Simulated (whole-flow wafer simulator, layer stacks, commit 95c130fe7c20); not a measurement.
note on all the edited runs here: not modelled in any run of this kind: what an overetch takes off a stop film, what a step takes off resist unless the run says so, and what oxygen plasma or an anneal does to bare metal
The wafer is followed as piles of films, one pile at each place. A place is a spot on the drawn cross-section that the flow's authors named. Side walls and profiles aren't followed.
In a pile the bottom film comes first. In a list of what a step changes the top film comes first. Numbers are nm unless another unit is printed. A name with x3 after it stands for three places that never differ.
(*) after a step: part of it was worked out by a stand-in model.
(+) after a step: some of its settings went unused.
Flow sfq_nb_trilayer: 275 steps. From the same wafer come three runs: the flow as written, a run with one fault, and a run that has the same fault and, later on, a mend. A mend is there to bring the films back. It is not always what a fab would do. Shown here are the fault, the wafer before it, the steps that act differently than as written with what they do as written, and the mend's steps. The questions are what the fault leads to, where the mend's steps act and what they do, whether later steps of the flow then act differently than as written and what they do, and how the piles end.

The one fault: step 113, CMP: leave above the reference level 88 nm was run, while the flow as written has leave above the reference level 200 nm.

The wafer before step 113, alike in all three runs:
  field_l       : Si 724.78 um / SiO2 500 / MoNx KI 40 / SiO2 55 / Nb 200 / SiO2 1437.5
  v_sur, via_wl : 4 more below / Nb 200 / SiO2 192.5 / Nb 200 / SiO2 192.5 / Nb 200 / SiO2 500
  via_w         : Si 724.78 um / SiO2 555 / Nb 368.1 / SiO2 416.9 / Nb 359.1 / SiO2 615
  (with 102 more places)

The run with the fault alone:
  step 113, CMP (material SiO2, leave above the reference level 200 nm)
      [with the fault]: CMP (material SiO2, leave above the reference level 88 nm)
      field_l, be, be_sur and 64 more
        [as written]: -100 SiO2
        [with the fault]: -212 SiO2
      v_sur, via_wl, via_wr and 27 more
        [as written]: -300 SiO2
        [with the fault]: -412 SiO2
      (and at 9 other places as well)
  Steps further on in the flow that do not act as written (3 other steps are not shown; they differ only slightly, by no more than 2% or 0.5 nm, whichever is larger):
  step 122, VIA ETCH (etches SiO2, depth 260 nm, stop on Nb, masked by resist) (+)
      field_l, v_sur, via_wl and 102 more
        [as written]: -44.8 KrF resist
        [with the fault]: -22.7 KrF resist
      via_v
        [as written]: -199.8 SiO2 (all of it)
        [with the fault]: -87.8 SiO2 (all of it)
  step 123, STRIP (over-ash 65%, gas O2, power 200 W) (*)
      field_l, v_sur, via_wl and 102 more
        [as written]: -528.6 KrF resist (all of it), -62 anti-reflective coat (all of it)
        [with the fault]: -550.7 KrF resist (all of it), -62 anti-reflective coat (all of it)
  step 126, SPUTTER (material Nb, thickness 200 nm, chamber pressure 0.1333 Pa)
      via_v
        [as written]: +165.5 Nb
        [with the fault]: +190.5 Nb
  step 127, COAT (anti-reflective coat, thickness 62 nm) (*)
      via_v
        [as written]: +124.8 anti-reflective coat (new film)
        [with the fault]: +99.3 anti-reflective coat (new film)
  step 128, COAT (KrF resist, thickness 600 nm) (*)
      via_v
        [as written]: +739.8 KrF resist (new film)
        [with the fault]: +646.1 KrF resist (new film)
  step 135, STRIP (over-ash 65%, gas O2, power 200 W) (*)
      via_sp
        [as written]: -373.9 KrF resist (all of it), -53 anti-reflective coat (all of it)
        [with the fault]: -382.6 KrF resist (all of it), -53.6 anti-reflective coat (all of it)
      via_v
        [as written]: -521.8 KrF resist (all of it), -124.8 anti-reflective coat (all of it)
        [with the fault]: -428.3 KrF resist (all of it), -99.3 anti-reflective coat (all of it)
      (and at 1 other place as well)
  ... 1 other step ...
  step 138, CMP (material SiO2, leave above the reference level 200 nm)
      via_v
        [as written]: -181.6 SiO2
        [with the fault]: -203.6 SiO2
  By the end, the piles at field_l, v_sur, via_wl and 103 more depart from the flow's by more than 2% or 0.5 nm, whichever is larger.
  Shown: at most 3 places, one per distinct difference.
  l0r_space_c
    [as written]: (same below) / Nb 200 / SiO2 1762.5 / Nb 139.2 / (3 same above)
    [with the fault]: (same below) / Nb 200 / SiO2 1650.5 / Nb 139.2 / (3 same above)
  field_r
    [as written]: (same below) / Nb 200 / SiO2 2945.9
    [with the fault]: (same below) / Nb 200 / SiO2 2833.9
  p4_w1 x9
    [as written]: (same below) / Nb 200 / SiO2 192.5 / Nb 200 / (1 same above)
    [with the fault]: (same below) / Nb 200 / SiO2 80.5 / Nb 200 / (1 same above)

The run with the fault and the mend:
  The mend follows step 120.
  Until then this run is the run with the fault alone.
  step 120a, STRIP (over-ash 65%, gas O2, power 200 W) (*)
      field_l, v_sur, via_wl and 102 more
        -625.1 KrF resist (all of it), -62 anti-reflective coat (all of it)
      via_v
        -62 anti-reflective coat (all of it)
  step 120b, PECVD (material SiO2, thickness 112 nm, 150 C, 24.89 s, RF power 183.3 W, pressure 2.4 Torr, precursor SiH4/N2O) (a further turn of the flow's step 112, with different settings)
      field_l, v_sur, via_wl and 103 more
        +112 SiO2
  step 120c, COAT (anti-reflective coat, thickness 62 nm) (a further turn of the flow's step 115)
      field_l, v_sur, via_wl and 103 more
        +62 anti-reflective coat (new film)
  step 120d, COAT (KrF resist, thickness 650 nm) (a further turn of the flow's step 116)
      field_l, v_sur, via_wl and 103 more
        +650 KrF resist (new film)
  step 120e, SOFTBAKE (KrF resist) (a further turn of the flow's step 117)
      leaves every film unchanged at each place that is followed
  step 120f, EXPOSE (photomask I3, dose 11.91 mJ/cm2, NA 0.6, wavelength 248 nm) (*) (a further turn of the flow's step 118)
      leaves every film unchanged at each place that is followed
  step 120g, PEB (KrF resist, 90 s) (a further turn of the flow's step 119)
      field_l, v_sur, via_wl and 103 more
        -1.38 KrF resist
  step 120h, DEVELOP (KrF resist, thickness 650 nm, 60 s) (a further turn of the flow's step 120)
      field_l, v_sur, via_wl and 102 more
        -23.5 KrF resist
      via_v
        -648.6 KrF resist (all of it)
  Later steps of the flow that are run all act as written at every place that is followed.
  At every place that both follow, the piles at the end match the flow's.
